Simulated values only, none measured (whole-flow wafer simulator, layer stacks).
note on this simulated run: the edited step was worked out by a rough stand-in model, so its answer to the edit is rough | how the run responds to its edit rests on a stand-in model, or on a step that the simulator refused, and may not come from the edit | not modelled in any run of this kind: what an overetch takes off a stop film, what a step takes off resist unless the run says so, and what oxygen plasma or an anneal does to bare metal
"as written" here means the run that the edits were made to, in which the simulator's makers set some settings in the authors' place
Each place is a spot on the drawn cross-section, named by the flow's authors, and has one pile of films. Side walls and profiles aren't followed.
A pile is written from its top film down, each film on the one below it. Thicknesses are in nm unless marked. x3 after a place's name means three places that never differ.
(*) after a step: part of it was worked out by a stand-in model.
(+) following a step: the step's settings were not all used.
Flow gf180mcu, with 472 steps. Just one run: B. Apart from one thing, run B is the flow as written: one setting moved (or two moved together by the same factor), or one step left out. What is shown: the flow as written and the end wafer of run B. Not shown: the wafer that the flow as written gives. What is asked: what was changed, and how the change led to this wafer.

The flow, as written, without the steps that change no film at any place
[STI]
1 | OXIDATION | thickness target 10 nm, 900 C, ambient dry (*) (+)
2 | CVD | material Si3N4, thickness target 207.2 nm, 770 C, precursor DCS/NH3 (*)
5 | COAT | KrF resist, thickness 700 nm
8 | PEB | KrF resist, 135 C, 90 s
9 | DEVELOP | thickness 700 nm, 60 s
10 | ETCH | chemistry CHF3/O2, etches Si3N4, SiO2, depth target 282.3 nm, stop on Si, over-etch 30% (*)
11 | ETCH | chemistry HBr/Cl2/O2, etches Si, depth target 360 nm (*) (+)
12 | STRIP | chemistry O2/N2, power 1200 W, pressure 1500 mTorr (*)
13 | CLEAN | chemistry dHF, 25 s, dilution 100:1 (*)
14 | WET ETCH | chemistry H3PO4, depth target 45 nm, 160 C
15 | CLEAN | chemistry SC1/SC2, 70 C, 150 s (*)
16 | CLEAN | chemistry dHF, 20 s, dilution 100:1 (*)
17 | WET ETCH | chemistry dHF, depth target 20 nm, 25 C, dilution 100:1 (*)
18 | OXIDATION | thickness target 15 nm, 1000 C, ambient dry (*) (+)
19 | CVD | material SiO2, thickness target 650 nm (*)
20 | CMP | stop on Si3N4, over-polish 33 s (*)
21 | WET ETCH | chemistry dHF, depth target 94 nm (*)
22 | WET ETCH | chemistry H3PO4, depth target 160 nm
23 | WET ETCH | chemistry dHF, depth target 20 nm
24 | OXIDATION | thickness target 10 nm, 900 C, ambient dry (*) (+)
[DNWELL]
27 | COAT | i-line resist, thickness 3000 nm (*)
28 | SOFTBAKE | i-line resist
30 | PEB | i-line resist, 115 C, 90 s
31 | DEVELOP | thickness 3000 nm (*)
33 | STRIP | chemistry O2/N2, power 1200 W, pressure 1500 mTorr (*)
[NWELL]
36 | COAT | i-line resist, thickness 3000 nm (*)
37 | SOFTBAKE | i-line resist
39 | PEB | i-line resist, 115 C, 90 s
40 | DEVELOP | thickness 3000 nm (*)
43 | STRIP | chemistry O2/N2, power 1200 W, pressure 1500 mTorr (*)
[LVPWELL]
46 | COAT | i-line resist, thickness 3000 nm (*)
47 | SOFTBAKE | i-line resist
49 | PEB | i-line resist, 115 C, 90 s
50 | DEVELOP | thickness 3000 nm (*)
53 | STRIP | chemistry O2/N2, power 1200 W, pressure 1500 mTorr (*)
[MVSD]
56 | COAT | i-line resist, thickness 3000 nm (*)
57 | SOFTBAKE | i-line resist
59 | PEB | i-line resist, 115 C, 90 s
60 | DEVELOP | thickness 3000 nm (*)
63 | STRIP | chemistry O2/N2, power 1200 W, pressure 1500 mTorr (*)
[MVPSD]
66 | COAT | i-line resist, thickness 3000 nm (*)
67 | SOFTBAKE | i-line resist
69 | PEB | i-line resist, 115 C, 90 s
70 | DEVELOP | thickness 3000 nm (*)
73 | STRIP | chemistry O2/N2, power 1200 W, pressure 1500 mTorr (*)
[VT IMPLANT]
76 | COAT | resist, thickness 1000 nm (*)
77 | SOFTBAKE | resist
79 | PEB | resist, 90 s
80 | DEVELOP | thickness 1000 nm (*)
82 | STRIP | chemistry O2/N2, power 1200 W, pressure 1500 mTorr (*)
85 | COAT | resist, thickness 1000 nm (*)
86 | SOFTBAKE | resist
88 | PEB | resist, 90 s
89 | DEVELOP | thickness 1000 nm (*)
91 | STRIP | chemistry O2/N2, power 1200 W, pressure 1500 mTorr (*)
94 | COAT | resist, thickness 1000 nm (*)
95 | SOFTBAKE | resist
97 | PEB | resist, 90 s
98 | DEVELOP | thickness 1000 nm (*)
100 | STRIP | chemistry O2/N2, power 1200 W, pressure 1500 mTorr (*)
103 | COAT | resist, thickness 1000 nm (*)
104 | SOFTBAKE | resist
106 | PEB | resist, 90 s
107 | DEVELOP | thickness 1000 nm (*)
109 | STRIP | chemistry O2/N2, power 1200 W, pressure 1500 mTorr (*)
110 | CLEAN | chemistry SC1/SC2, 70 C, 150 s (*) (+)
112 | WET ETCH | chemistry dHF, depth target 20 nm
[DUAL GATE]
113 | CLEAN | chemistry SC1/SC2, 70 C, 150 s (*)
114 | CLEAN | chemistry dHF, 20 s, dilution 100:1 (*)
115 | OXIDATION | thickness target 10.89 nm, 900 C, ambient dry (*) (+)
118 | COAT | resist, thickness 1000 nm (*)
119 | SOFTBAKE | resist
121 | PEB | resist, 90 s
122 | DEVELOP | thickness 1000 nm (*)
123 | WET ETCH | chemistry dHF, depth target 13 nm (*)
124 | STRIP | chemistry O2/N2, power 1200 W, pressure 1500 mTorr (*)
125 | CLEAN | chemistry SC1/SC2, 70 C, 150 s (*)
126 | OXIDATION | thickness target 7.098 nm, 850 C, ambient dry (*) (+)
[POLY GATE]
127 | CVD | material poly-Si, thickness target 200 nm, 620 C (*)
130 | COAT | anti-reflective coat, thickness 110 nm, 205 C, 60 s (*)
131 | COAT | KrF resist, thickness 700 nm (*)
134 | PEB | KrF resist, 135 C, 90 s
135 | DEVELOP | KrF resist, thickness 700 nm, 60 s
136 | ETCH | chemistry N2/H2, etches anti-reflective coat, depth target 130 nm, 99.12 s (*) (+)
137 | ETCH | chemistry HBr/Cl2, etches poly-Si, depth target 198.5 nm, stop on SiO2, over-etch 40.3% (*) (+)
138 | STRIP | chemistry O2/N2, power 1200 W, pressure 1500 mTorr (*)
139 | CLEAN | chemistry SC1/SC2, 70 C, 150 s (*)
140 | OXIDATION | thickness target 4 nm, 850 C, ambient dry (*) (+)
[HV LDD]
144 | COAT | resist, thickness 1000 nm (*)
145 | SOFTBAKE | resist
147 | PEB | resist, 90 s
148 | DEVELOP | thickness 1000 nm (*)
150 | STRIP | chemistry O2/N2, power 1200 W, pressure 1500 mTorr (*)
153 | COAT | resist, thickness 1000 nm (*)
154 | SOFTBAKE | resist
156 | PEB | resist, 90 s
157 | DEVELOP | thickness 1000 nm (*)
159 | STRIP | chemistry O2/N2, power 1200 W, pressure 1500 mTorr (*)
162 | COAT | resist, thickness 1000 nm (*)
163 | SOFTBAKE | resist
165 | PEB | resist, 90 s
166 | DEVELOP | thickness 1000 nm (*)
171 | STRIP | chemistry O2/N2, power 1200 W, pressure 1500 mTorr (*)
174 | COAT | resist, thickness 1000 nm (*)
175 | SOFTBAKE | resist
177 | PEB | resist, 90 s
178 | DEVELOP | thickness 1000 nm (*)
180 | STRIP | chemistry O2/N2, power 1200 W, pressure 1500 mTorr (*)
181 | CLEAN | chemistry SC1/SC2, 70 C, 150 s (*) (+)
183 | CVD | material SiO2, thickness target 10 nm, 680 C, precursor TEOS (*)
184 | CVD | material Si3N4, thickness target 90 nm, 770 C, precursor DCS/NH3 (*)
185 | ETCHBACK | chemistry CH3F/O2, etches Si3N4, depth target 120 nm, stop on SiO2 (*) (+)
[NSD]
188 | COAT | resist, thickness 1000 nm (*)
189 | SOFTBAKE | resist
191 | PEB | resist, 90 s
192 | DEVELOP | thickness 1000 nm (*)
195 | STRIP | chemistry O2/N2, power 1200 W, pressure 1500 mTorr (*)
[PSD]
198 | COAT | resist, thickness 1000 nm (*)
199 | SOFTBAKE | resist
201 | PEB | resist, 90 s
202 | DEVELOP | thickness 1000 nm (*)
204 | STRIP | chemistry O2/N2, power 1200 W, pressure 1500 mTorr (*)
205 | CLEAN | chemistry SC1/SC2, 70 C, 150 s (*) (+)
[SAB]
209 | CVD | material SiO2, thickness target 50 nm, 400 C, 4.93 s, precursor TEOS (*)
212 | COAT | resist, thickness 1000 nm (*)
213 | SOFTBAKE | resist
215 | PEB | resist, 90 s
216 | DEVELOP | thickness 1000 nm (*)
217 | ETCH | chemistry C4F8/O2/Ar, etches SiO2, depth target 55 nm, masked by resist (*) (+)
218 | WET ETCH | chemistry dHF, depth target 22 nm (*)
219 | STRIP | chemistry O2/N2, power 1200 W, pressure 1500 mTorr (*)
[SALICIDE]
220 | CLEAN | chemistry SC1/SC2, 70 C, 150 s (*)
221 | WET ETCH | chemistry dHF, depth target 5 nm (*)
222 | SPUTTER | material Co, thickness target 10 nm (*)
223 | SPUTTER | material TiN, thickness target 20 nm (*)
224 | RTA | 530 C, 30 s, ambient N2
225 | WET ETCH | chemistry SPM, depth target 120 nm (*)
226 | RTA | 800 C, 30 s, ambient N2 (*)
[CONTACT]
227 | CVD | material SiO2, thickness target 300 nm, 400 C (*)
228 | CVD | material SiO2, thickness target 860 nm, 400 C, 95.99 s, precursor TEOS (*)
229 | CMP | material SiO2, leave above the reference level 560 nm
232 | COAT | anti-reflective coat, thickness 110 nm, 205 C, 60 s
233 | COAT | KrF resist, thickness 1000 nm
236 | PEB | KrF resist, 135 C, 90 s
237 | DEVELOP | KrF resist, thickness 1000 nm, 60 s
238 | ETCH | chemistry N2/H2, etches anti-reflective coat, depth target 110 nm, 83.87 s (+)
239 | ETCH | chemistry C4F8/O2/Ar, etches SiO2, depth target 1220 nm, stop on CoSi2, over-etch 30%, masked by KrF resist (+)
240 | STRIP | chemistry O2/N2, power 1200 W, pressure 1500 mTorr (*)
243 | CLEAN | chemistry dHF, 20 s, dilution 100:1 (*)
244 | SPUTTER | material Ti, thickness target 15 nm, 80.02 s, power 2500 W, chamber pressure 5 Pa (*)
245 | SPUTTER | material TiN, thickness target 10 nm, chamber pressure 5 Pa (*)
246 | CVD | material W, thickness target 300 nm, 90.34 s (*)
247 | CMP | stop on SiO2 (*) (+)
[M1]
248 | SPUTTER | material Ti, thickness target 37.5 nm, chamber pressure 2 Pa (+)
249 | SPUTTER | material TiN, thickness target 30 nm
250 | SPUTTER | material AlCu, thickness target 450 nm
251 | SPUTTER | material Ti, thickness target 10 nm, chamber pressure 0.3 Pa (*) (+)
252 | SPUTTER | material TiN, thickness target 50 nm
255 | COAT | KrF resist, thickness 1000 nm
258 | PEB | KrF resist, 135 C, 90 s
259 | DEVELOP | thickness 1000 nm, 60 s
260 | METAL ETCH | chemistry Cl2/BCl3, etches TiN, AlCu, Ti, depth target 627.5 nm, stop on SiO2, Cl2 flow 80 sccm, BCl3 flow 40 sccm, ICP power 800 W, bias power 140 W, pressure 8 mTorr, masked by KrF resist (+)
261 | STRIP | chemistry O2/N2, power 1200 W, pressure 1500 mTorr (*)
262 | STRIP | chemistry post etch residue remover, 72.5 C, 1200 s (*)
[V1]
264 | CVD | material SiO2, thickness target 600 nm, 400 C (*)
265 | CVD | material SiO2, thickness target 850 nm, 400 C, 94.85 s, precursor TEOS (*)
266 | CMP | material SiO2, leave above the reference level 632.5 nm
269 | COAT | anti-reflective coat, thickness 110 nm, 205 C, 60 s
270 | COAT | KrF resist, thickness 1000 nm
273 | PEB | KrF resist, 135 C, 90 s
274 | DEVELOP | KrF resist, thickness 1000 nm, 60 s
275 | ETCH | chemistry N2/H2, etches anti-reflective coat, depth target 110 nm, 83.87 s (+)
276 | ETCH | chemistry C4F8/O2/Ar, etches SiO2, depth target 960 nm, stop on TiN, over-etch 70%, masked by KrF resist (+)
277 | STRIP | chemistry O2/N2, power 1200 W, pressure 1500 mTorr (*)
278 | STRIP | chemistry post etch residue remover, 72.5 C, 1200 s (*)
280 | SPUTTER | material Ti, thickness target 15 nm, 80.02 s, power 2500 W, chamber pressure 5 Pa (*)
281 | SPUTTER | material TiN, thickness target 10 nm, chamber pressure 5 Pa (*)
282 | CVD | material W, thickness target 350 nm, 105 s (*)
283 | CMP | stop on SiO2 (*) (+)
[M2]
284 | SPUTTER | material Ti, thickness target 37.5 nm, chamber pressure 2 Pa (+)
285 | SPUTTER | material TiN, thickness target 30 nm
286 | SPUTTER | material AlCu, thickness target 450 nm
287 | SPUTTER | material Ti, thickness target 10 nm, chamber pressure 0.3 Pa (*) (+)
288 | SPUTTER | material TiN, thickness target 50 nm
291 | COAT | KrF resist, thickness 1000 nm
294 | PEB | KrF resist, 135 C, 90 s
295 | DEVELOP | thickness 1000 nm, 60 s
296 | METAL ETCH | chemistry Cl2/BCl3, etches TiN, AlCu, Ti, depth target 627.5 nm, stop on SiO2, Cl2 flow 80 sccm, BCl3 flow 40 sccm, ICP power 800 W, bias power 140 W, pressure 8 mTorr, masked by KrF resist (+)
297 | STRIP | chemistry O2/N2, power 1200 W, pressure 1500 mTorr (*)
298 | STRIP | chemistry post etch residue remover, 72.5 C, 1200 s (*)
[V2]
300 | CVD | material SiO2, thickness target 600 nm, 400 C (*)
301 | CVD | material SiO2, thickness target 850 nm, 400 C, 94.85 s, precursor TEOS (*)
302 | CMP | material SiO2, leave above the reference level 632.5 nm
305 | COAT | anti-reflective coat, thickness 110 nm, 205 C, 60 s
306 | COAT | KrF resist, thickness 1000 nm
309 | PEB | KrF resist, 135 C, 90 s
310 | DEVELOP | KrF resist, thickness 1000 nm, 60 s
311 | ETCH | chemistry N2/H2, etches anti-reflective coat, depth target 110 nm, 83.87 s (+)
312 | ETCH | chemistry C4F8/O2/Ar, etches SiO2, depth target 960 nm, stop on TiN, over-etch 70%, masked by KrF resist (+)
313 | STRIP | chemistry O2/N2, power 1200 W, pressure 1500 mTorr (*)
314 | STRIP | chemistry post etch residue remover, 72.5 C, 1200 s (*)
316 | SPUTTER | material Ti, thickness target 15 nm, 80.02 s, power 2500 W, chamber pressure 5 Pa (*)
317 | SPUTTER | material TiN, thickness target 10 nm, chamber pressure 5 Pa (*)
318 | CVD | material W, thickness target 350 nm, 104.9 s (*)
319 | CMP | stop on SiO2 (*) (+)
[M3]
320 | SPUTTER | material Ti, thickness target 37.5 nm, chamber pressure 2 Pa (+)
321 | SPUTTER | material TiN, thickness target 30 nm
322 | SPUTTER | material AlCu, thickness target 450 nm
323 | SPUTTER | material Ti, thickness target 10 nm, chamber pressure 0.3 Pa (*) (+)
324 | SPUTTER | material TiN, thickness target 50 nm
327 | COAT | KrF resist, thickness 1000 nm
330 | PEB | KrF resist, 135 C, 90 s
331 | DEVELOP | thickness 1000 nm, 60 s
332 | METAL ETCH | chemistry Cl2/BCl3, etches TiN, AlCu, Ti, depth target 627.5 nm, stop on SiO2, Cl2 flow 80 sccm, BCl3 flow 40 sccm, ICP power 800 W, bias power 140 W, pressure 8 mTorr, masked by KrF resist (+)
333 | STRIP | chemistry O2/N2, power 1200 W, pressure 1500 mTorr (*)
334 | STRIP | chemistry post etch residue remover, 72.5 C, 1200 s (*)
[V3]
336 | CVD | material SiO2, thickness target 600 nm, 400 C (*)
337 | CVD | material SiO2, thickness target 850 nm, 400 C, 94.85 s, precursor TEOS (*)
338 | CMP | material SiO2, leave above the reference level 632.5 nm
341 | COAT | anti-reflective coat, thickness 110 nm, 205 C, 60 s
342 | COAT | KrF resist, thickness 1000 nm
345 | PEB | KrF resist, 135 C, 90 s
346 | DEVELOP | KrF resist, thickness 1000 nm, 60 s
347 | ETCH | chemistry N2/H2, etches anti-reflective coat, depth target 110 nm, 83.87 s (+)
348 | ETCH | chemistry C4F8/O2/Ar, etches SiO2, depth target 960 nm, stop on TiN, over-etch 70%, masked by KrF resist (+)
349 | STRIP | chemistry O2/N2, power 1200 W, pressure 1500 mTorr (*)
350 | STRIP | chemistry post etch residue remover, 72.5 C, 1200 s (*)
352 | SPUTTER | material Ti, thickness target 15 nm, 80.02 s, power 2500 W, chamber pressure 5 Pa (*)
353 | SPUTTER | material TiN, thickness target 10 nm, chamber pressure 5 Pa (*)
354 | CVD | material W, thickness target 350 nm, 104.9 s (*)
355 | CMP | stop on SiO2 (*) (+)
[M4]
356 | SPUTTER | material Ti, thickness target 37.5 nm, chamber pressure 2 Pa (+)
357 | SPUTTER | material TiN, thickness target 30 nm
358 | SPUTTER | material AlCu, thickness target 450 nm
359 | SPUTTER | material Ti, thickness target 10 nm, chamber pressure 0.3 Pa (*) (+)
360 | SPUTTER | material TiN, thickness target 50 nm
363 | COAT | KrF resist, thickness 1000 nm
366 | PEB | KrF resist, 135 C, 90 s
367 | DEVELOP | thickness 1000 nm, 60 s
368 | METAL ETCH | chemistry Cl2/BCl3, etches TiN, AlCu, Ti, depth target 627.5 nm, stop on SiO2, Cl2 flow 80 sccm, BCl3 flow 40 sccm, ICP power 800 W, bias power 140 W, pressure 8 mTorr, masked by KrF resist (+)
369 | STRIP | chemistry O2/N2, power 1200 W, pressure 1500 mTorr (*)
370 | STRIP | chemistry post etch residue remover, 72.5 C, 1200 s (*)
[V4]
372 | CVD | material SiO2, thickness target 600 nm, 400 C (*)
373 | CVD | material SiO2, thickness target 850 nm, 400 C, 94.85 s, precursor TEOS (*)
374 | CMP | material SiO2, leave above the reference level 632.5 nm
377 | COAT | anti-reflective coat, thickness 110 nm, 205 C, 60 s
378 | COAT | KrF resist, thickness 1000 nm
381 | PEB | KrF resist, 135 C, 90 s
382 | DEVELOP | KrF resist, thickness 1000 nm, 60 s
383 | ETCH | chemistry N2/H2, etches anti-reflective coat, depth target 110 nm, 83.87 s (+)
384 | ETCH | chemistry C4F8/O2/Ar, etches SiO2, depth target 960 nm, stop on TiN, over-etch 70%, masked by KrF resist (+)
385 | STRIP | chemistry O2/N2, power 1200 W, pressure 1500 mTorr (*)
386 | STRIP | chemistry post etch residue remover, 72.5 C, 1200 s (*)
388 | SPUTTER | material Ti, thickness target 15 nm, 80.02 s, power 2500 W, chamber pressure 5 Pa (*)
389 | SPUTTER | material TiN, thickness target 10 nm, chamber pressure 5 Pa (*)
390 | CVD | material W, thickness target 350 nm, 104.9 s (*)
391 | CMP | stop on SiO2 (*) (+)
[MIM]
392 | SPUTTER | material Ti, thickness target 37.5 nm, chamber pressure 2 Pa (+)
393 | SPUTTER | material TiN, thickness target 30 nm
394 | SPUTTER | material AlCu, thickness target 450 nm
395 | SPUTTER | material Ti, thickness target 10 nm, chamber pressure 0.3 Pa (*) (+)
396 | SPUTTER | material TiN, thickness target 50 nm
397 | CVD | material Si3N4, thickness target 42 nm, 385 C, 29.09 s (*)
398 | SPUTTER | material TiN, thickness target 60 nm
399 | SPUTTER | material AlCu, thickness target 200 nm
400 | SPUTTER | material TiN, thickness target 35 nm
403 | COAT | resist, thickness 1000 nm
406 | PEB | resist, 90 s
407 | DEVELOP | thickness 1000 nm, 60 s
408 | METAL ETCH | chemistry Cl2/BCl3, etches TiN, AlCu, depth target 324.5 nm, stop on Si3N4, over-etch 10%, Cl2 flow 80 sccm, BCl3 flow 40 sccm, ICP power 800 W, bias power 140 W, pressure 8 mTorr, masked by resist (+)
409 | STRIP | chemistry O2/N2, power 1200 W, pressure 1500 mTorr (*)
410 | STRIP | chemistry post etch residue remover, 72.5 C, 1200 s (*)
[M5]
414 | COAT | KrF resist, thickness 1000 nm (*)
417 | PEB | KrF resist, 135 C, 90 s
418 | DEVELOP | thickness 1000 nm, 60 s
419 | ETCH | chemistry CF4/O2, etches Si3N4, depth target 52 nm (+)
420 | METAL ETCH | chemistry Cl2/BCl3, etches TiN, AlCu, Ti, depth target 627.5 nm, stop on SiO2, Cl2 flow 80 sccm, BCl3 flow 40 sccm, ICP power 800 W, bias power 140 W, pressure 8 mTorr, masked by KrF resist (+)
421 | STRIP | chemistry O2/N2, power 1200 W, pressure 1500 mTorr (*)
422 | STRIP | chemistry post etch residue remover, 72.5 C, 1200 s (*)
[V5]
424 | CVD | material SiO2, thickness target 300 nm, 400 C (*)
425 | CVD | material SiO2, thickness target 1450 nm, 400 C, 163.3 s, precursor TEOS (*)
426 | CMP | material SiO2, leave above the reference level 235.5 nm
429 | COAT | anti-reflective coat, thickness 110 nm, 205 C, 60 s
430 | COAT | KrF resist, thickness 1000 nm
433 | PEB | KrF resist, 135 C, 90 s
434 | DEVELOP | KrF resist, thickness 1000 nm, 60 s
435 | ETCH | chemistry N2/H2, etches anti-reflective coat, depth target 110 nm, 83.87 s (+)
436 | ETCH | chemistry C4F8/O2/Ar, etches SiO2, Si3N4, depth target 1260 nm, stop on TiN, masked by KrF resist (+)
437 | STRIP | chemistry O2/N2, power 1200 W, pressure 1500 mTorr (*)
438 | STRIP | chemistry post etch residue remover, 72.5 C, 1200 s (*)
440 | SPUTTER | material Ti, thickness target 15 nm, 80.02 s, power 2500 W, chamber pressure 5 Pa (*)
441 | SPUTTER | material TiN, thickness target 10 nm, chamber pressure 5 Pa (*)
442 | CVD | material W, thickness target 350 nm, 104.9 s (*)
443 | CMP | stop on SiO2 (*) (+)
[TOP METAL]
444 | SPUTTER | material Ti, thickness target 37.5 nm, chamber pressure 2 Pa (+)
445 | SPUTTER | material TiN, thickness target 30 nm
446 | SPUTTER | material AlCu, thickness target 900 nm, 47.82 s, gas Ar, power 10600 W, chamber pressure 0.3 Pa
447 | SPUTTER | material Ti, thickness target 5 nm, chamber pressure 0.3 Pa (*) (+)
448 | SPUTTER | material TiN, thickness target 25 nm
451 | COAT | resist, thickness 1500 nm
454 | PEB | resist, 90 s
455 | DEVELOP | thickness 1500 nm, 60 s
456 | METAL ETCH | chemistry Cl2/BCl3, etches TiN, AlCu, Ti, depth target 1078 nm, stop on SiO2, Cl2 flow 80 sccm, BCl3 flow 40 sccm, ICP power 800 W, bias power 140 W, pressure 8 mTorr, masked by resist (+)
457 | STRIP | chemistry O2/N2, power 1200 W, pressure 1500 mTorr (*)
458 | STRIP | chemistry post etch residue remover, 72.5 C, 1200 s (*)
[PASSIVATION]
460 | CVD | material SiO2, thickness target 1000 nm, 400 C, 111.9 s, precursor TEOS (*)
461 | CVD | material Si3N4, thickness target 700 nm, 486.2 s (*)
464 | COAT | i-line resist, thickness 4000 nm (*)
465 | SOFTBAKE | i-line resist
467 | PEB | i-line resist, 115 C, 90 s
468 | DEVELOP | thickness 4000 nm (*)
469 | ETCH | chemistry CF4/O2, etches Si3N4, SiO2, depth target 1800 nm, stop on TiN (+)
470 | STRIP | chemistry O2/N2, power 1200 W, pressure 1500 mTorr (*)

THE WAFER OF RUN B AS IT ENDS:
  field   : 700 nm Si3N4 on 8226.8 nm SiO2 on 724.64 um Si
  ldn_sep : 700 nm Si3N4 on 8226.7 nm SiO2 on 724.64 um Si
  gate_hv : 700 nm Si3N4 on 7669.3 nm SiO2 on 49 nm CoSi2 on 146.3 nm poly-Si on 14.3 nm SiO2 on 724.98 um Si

The reason: step 222, SPUTTER: thickness target 14 nm was run, though the flow has thickness target 10 nm.

Step by step, how the change led to this:
  222 | SPUTTER | material Co, thickness target 10 nm (*)
      field, field__w7, field__w8 and 71 more: Co gains 14 (new film) (in the flow as written it would be: Co gains 10 (new film))
      field__w6, field_sub, field_sub__w2: Co gains 13.9 (new film) (in the flow as written it would be: Co gains 9.95 (new film))
      (also at 34 further places)
  223 | SPUTTER | material TiN, thickness target 20 nm (*)
      field__w12: TiN gains 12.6 (new film) (in the flow as written it would be: TiN gains 12 (new film))
  224 | RTA | 530 C, 30 s, ambient N2
      gate, gate_hv, gate_p and 22 more: under 1 film: CoSi gains 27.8 (new film), Co loses 14 (all of it), poly-Si loses 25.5 (in the flow as written it would be: under 1 film: CoSi gains 19.9 (new film), Co loses 10 (all of it), poly-Si loses 18.2)
      active, p_well, sd_n and 11 more: under 1 film: CoSi gains 27.8 (new film), Co loses 14 (all of it), Si loses 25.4 (in the flow as written it would be: under 1 film: CoSi gains 19.9 (new film), Co loses 10 (all of it), Si loses 18.1)
      (also at 10 further places)
  225 | WET ETCH | chemistry SPM, depth target 120 nm (*)
      field, field__w7, field__w8 and 32 more: TiN loses 20 (all of it), Co loses 14 (all of it) (in the flow as written it would be: TiN loses 20 (all of it), Co loses 10 (all of it))
      field__w9, nw_enc_fld_lv__w3: TiN loses 19.1 (all of it), Co loses 13.4 (all of it) (in the flow as written it would be: TiN loses 19.1 (all of it), Co loses 9.6 (all of it))
      (also at 25 further places)
  226 | RTA | 800 C, 30 s, ambient N2 (*)
      gate, gate_hv, gate_p and 22 more: CoSi2 gains 49 (new film), CoSi loses 27.8 (all of it), poly-Si loses 25.5 (in the flow as written it would be: CoSi2 gains 35 (new film), CoSi loses 19.9 (all of it), poly-Si loses 18.2)
      active, p_well, sd_n and 11 more: CoSi2 gains 49 (new film), CoSi loses 27.8 (all of it), Si loses 25.4 (in the flow as written it would be: CoSi2 gains 35 (new film), CoSi loses 19.9 (all of it), Si loses 18.1)
      (also at 10 further places)
